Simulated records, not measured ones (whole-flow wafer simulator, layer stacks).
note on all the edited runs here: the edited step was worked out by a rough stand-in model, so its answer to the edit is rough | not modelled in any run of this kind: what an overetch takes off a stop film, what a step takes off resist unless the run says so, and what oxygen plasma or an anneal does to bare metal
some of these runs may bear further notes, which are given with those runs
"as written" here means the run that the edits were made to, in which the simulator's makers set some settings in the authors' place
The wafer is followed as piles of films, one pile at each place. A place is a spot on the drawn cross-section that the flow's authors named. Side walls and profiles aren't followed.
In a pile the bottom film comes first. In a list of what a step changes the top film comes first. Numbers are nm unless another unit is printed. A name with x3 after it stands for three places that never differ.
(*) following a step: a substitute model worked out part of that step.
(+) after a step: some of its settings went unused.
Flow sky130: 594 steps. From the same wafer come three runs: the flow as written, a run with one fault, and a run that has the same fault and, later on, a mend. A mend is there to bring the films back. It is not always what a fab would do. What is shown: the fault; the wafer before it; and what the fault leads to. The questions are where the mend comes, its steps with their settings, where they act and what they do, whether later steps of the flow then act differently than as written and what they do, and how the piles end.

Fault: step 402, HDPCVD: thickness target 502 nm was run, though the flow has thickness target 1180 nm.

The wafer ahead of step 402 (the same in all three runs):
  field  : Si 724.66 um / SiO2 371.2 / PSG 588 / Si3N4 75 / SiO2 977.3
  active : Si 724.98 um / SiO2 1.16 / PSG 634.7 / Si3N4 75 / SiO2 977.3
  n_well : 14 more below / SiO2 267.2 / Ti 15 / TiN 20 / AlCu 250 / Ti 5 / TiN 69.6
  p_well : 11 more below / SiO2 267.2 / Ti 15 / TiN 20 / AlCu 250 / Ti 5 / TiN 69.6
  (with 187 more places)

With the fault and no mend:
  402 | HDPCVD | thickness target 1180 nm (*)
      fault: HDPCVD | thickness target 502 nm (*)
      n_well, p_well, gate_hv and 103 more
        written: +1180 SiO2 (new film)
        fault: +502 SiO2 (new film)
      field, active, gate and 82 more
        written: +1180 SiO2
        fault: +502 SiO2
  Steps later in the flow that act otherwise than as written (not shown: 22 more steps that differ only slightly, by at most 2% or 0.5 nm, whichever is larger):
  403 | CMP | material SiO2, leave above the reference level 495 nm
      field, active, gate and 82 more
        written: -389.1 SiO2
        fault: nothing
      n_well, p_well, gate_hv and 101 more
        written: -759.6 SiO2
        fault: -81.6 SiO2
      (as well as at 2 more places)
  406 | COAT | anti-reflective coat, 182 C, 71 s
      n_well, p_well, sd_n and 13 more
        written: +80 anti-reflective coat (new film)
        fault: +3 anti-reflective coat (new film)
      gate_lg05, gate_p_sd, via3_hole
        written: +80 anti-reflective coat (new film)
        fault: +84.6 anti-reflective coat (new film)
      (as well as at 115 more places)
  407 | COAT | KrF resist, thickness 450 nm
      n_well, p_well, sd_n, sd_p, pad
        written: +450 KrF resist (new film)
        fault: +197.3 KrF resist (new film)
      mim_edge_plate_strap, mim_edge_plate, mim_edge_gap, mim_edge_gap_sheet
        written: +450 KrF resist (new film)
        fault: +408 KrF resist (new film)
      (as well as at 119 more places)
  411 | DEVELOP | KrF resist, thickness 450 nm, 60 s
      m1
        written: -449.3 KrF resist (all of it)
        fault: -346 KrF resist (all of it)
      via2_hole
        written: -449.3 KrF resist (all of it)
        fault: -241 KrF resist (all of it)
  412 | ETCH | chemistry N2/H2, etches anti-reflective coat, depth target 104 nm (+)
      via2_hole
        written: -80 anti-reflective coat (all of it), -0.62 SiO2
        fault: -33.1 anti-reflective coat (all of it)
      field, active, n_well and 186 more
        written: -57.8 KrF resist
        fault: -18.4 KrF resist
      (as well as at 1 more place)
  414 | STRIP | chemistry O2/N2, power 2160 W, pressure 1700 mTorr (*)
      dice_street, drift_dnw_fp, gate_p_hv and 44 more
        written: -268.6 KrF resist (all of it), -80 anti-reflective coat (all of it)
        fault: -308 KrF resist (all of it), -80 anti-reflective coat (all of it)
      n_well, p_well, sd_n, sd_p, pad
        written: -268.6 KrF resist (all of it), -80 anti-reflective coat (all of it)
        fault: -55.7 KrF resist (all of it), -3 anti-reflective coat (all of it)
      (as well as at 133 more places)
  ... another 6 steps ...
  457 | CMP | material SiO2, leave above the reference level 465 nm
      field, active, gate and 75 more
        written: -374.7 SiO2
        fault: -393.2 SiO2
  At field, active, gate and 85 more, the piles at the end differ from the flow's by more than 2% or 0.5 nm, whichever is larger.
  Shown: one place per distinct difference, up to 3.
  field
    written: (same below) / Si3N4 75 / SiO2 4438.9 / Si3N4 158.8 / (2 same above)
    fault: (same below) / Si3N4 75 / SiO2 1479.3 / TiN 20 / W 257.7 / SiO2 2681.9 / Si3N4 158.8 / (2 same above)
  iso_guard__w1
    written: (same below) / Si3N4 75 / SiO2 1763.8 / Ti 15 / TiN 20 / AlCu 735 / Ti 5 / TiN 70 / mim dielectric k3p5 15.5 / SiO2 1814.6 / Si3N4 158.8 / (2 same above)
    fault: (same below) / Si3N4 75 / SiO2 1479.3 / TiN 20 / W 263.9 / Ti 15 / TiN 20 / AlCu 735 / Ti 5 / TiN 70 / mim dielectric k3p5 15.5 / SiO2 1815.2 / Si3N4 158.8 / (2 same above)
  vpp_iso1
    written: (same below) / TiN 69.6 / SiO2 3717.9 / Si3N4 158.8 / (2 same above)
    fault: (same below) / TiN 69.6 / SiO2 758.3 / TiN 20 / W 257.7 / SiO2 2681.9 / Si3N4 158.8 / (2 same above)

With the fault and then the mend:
  After step 402 comes the mend.
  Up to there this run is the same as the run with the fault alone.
  402a | HDPCVD | thickness target 678 nm (*) (the flow's step 402, run once more with other settings)
      field, active, n_well and 188 more
        +678 SiO2
  Every later step of the flow that is run acts as written, at every place that is followed, to within 2% or 0.5 nm, whichever is larger.
  By the end, the piles equal the flow's at every place that both follow.
